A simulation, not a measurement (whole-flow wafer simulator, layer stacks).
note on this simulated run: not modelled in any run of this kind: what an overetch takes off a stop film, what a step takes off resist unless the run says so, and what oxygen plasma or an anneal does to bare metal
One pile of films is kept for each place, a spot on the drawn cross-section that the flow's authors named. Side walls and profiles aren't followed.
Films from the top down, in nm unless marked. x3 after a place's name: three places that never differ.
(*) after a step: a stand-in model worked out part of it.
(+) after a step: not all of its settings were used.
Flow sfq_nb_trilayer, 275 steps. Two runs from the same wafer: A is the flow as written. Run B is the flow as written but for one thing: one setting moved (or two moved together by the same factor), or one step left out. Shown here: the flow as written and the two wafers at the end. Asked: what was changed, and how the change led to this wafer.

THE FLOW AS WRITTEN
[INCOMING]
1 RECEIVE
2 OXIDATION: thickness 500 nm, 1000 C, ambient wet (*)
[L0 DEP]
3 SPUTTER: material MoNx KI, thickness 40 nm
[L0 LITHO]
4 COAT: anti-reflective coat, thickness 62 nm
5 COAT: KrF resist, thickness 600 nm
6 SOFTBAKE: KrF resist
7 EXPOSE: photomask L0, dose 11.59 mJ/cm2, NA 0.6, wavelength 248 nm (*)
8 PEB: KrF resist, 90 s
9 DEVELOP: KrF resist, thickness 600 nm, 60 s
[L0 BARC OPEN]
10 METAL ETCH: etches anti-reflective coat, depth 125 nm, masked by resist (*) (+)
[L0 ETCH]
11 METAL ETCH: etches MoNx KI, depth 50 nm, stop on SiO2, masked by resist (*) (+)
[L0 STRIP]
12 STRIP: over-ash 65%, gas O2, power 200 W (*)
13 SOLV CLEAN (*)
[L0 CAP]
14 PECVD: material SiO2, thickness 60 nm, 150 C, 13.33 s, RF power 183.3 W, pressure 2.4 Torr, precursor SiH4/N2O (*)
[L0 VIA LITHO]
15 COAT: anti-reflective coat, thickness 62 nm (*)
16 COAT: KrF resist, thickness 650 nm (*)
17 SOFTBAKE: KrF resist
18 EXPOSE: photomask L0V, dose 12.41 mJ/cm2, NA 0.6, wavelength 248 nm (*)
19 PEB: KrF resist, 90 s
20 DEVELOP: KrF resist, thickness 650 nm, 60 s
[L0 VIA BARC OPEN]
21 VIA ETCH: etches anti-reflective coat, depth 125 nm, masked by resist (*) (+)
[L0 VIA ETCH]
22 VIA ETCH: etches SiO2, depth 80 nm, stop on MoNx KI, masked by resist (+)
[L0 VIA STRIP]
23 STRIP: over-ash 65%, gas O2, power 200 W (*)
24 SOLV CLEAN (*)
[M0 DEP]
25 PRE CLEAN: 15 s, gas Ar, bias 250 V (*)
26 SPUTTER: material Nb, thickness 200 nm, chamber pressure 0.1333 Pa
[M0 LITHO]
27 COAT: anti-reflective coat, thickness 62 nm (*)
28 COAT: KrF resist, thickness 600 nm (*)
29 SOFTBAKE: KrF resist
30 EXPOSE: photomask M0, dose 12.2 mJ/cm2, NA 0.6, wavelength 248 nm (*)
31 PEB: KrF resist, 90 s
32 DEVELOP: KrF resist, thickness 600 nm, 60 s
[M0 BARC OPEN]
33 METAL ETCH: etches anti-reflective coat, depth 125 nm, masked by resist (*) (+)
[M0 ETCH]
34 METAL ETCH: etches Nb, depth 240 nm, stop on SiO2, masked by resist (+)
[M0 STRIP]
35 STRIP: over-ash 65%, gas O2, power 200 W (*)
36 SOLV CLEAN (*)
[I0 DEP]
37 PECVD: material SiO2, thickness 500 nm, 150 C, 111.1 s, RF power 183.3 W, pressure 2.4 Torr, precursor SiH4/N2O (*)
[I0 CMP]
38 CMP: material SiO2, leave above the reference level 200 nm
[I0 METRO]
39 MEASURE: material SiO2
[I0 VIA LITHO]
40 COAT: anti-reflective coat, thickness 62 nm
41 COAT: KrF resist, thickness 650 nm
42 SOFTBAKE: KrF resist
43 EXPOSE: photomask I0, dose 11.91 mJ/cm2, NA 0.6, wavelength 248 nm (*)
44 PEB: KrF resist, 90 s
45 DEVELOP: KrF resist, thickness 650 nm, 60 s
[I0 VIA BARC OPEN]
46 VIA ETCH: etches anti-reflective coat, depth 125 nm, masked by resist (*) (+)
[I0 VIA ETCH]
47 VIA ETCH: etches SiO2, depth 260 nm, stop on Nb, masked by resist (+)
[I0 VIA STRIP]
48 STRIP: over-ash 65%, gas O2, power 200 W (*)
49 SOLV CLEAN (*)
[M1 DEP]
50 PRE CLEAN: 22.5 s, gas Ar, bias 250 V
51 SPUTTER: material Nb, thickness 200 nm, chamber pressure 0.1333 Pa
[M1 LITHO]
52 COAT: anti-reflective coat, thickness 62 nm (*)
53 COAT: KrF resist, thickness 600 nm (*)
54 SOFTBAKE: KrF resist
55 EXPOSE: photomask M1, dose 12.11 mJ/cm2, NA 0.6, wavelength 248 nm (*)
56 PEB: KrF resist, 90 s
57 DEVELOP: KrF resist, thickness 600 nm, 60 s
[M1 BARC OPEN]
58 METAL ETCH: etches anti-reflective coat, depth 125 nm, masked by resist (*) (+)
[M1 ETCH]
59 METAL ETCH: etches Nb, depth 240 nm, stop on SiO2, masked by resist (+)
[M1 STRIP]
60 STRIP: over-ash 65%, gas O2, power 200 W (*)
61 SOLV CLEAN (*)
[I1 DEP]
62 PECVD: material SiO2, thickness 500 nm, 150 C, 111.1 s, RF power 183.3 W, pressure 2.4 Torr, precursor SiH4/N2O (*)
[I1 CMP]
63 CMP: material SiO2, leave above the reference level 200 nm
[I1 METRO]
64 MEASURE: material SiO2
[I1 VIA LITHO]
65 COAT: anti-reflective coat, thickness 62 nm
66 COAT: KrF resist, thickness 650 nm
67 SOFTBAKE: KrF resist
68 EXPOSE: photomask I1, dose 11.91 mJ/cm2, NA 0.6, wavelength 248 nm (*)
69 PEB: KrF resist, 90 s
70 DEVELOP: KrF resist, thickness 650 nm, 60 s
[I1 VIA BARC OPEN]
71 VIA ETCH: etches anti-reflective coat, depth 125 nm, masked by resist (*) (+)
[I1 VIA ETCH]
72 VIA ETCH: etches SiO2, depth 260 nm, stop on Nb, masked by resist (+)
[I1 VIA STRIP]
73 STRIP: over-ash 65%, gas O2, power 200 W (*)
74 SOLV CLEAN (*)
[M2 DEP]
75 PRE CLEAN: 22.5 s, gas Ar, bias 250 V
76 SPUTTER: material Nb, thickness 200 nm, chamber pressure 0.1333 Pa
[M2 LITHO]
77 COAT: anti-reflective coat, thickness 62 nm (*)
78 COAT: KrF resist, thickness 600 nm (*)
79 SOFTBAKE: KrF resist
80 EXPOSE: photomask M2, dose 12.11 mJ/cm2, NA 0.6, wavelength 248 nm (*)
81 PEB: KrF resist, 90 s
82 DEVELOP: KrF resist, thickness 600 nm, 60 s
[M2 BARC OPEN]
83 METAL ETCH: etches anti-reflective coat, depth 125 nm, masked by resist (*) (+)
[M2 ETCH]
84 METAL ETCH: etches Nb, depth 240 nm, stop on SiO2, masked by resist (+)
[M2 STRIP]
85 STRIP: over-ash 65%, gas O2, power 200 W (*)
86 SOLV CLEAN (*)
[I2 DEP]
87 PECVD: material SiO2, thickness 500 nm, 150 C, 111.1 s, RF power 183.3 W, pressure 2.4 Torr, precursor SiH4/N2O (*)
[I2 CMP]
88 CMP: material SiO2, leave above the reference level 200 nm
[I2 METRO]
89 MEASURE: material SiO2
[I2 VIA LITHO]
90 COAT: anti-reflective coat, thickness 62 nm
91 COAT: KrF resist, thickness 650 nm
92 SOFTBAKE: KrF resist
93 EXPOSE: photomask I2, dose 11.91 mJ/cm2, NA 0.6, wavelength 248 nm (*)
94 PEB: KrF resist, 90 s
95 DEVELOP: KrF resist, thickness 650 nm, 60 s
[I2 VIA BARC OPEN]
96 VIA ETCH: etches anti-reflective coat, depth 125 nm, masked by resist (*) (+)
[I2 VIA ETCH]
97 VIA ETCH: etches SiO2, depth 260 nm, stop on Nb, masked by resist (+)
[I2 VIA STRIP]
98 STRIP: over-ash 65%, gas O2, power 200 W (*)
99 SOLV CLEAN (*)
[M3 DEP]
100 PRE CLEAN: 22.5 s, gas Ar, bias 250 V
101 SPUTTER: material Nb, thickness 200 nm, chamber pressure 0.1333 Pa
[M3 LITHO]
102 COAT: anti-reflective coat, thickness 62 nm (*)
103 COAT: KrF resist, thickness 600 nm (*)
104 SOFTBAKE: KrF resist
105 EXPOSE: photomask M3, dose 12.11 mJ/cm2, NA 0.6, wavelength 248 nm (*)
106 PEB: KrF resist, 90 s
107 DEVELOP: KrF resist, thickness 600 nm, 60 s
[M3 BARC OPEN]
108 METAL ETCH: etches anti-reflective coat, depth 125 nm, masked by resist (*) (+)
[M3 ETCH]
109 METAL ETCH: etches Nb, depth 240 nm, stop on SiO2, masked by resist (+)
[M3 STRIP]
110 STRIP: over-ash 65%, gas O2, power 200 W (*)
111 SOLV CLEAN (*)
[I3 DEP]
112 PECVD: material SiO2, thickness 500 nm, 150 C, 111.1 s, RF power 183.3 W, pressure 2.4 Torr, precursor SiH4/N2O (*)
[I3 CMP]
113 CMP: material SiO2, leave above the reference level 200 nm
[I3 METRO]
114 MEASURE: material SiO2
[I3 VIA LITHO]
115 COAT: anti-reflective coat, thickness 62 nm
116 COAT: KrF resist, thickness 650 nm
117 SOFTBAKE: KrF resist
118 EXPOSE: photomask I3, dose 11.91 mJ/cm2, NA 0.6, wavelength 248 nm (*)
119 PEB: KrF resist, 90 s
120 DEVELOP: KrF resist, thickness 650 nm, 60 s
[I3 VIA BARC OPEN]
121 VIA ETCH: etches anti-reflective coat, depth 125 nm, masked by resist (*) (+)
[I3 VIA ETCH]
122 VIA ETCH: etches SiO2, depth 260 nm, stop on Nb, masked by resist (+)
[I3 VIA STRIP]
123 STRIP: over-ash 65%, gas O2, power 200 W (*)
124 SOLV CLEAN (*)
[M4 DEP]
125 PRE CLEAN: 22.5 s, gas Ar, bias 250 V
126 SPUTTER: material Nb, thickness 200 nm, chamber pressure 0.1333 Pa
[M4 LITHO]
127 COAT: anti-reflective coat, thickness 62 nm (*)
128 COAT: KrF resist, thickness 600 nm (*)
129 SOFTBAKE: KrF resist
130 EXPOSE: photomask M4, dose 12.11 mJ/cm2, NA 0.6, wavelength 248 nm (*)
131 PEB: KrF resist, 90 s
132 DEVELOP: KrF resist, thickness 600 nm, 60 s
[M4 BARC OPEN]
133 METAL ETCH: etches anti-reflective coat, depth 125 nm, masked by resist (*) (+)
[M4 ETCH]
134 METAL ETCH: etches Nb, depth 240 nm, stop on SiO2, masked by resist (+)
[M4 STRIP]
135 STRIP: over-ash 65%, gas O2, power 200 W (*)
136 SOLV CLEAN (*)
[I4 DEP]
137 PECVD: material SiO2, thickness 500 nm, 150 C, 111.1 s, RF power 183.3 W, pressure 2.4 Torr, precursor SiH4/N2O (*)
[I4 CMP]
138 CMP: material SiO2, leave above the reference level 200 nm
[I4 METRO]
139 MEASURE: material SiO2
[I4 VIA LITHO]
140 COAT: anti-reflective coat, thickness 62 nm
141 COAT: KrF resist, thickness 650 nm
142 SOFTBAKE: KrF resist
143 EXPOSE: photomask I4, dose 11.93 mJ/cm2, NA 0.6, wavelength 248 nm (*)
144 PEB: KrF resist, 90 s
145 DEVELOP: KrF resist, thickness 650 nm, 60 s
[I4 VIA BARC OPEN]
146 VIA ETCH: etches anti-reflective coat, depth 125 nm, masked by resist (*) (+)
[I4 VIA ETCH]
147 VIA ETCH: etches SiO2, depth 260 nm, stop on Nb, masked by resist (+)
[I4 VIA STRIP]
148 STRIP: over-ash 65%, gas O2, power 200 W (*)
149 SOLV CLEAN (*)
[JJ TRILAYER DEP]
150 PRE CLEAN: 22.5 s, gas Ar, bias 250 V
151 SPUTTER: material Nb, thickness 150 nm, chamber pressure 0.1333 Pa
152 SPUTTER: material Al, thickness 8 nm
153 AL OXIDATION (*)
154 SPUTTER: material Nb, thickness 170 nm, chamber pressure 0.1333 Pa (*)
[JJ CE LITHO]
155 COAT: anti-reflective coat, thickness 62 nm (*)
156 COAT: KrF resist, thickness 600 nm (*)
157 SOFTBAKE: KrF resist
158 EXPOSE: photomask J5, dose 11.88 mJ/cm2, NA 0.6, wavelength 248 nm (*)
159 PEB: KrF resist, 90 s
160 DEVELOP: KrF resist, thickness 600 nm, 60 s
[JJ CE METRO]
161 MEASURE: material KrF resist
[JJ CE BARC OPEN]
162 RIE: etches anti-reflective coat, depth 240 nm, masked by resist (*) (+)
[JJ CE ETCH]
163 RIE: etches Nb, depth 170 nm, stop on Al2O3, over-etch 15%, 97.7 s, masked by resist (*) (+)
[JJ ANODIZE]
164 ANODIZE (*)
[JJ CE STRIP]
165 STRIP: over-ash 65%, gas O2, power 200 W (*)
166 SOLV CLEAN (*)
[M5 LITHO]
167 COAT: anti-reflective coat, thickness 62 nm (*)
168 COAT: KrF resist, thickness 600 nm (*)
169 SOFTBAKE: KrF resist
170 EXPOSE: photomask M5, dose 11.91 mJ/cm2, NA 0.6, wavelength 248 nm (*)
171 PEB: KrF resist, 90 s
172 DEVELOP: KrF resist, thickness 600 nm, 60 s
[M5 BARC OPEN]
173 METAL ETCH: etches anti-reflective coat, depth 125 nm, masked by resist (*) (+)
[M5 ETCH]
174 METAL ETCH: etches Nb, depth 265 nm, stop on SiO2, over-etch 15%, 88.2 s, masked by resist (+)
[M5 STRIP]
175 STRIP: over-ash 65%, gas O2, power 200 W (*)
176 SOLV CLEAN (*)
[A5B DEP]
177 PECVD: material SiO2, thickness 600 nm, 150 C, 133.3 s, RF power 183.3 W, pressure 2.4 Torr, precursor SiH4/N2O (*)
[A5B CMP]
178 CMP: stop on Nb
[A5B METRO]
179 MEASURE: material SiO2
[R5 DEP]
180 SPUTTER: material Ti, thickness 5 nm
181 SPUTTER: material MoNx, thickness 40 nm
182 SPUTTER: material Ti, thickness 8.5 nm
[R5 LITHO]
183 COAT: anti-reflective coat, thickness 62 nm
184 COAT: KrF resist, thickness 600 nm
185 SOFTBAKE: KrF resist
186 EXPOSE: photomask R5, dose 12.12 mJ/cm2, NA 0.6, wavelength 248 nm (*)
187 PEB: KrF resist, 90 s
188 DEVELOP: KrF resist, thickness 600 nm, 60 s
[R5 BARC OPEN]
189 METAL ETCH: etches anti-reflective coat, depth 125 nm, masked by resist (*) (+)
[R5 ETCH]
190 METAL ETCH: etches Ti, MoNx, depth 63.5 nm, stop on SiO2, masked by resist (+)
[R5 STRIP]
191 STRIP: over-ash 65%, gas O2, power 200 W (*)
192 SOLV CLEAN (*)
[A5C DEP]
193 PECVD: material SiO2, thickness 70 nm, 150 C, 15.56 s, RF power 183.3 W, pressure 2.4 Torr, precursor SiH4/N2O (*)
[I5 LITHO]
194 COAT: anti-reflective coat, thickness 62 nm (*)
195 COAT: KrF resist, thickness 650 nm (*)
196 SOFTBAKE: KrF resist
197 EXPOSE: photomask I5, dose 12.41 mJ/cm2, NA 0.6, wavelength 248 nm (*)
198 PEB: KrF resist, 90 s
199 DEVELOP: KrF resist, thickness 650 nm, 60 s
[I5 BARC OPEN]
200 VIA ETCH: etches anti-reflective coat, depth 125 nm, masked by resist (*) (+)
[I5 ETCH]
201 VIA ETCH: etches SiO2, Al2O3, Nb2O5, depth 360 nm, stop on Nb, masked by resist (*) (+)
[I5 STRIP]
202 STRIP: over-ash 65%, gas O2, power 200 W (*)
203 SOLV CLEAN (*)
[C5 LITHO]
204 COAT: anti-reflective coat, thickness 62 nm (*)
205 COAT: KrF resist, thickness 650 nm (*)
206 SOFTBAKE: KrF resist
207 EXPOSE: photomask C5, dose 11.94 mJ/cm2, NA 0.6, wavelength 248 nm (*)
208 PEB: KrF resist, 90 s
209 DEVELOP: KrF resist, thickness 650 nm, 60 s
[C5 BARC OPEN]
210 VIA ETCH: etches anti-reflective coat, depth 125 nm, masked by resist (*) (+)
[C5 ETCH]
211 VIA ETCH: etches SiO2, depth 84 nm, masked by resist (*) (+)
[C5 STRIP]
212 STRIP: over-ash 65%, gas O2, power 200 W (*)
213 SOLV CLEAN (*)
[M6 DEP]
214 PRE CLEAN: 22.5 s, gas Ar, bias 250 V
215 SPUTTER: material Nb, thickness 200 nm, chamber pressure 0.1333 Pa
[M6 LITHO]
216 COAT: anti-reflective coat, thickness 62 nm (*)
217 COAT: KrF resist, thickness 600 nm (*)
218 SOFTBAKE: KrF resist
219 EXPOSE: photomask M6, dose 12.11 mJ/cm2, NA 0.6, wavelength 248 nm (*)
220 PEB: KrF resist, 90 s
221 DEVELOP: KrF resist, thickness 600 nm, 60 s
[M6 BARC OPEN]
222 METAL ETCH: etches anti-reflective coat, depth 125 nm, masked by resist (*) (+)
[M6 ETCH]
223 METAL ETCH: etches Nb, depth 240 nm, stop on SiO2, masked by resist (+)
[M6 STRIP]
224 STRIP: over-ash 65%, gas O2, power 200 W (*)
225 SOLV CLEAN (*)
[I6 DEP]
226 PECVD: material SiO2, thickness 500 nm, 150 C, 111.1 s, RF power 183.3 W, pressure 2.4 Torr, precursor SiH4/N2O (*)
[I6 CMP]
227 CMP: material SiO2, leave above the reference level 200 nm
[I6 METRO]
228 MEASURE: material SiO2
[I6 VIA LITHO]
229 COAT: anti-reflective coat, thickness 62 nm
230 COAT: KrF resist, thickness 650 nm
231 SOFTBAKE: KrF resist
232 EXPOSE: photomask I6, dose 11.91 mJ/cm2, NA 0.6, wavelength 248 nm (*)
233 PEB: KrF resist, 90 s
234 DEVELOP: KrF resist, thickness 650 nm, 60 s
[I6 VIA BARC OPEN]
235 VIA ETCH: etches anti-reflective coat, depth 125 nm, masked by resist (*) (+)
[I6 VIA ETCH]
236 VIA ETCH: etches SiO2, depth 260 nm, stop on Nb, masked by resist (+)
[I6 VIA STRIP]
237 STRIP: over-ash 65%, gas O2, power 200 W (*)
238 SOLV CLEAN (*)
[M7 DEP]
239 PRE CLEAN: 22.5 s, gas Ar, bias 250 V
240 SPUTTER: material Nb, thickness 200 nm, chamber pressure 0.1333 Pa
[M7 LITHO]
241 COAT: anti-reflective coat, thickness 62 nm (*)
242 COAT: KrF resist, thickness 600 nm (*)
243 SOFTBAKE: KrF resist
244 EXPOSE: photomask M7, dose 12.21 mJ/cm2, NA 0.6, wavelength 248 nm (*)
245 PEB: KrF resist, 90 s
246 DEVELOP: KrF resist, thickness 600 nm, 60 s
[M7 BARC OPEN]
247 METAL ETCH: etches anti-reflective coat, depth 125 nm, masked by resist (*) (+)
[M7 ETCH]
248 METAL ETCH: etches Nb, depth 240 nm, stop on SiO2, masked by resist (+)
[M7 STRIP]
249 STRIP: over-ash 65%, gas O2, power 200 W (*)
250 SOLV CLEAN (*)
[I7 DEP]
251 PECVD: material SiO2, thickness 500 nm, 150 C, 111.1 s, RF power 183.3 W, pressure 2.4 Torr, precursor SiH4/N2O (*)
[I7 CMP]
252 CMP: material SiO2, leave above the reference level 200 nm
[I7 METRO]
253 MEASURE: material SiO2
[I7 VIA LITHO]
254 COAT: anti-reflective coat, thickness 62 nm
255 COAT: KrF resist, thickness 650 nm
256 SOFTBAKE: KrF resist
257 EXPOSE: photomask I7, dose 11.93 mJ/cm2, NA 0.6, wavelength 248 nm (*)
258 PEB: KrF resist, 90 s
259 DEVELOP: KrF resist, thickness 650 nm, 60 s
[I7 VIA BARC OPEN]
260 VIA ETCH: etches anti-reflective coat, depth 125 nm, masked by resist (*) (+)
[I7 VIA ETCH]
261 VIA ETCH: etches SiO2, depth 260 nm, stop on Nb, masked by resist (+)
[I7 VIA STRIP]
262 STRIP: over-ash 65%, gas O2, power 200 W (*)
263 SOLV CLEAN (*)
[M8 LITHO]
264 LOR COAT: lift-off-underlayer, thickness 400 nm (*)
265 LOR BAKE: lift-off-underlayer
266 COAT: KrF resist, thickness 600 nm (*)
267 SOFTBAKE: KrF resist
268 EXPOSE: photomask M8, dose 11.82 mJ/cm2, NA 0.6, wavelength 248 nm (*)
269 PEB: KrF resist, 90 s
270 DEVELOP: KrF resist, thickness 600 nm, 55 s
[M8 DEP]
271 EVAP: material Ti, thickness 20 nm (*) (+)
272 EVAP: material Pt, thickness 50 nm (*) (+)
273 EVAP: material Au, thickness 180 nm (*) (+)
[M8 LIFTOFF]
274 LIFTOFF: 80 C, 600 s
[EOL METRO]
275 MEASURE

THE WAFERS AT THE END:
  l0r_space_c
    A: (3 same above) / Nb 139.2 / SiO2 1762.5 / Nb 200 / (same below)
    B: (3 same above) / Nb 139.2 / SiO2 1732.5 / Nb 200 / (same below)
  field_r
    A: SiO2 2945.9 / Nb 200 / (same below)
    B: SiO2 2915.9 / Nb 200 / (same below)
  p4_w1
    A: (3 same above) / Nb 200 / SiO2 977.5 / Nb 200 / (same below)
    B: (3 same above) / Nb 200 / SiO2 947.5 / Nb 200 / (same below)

The cause: step 88, CMP: leave above the reference level 170 nm was run, where the flow has leave above the reference level 200 nm.

How the change led to this, step by step:
  88 CMP: material SiO2, leave above the reference level 200 nm
      field_l, be, be_sur and 81 more: A SiO2 -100 | B SiO2 -130
      v_sur, via_wl, via_w and 18 more: A SiO2 -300 | B SiO2 -330
      (and at 1 more place)
  97 VIA ETCH: etches SiO2, depth 260 nm, stop on Nb, masked by resist (+)
      field_l, v_sur, via_wl and 102 more: A KrF resist -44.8 | B KrF resist -43.9
      via_w: A SiO2 -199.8 (all of it) | B SiO2 -169.8 (all of it)
  101 SPUTTER: material Nb, thickness 200 nm, chamber pressure 0.1333 Pa
      via_w: A Nb +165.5 | B Nb +172.1
  102 COAT: anti-reflective coat, thickness 62 nm (*)
      via_w: A anti-reflective coat +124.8 (new film) | B anti-reflective coat +116.6 (new film)
  103 COAT: KrF resist, thickness 600 nm (*)
      via_w: A KrF resist +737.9 (new film) | B KrF resist +713.9 (new film)
  110 STRIP: over-ash 65%, gas O2, power 200 W (*)
      via_w: A KrF resist -520 (all of it), anti-reflective coat -124.8 (all of it) | B KrF resist -496 (all of it), anti-reflective coat -116.6 (all of it)
  112 PECVD: material SiO2, thickness 500 nm, 150 C, 111.1 s, RF power 183.3 W, pressure 2.4 Torr, precursor SiH4/N2O (*)
      via_w: A SiO2 +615 (new film) | B SiO2 +553.9 (new film)
  113 CMP: material SiO2, leave above the reference level 200 nm
      via_w: A SiO2 -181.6 | B SiO2 -157.1
